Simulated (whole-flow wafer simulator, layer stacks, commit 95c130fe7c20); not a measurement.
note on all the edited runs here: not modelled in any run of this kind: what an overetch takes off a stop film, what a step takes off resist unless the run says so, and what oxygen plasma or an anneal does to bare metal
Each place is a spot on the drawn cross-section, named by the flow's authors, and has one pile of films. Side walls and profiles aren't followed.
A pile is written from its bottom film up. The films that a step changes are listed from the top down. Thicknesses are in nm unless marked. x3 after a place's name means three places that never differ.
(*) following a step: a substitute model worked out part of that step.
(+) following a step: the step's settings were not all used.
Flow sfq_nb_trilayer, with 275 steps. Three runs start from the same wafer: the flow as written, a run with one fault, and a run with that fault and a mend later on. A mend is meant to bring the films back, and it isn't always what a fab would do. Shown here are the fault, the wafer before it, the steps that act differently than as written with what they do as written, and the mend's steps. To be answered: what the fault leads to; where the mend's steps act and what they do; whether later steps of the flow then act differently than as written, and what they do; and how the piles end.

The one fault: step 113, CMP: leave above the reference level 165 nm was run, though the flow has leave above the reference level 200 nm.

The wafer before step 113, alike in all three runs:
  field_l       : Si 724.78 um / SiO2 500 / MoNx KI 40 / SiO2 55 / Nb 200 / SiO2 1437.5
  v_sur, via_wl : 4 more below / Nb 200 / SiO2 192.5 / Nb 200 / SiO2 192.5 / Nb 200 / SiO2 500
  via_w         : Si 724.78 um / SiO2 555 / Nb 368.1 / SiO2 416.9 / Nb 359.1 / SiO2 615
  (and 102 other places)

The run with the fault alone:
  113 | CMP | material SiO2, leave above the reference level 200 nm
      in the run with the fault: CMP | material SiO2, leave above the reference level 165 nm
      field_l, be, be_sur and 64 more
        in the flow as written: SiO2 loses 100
        in the run with the fault: SiO2 loses 135
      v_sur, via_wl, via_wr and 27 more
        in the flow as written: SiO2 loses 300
        in the run with the fault: SiO2 loses 335
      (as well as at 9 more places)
  Steps further on in the flow that do not act as written (not shown: 4 more steps that differ only slightly, by at most 2% or 0.5 nm, whichever is larger):
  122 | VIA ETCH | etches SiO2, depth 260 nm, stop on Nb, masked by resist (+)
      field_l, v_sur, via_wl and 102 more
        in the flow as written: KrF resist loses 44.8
        in the run with the fault: KrF resist loses 42.6
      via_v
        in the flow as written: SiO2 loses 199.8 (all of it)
        in the run with the fault: SiO2 loses 164.8 (all of it)
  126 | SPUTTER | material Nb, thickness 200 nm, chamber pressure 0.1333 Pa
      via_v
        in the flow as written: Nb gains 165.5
        in the run with the fault: Nb gains 173.2
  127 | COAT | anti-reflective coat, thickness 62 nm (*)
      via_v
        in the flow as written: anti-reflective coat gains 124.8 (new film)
        in the run with the fault: anti-reflective coat gains 115.3 (new film)
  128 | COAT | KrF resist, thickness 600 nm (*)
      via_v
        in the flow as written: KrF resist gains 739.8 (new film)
        in the run with the fault: KrF resist gains 712 (new film)
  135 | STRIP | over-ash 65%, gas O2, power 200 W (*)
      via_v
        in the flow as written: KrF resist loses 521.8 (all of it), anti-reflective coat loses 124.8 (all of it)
        in the run with the fault: KrF resist loses 494.1 (all of it), anti-reflective coat loses 115.3 (all of it)
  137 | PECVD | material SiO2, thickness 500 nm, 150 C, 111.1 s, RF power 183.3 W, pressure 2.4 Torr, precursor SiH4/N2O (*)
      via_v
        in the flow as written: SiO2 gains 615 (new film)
        in the run with the fault: SiO2 gains 547.8 (new film)
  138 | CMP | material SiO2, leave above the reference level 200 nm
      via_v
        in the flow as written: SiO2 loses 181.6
        in the run with the fault: SiO2 loses 157.1
  At v_sur, via_wl, via_w and 39 more, the piles at the end differ from the flow's by more than 2% or 0.5 nm, whichever is larger.
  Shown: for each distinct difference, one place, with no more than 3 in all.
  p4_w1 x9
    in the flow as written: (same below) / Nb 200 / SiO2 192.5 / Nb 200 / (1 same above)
    in the run with the fault: (same below) / Nb 200 / SiO2 157.5 / Nb 200 / (1 same above)
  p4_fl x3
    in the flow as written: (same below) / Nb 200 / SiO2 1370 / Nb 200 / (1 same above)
    in the run with the fault: (same below) / Nb 200 / SiO2 1335 / Nb 200 / (1 same above)
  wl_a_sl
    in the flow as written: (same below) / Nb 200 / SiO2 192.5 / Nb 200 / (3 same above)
    in the run with the fault: (same below) / Nb 200 / SiO2 157.5 / Nb 200 / (3 same above)

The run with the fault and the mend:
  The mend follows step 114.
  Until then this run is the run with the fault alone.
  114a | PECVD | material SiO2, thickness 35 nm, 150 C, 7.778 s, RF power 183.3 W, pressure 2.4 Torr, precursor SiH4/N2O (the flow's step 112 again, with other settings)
      field_l, v_sur, via_wl and 103 more
        SiO2 gains 35
  Later steps of the flow that are run all act as written at every place that is followed, up to a difference of at most 2% or 0.5 nm, whichever is larger.
  At every place that both follow, the piles at the end match the flow's.
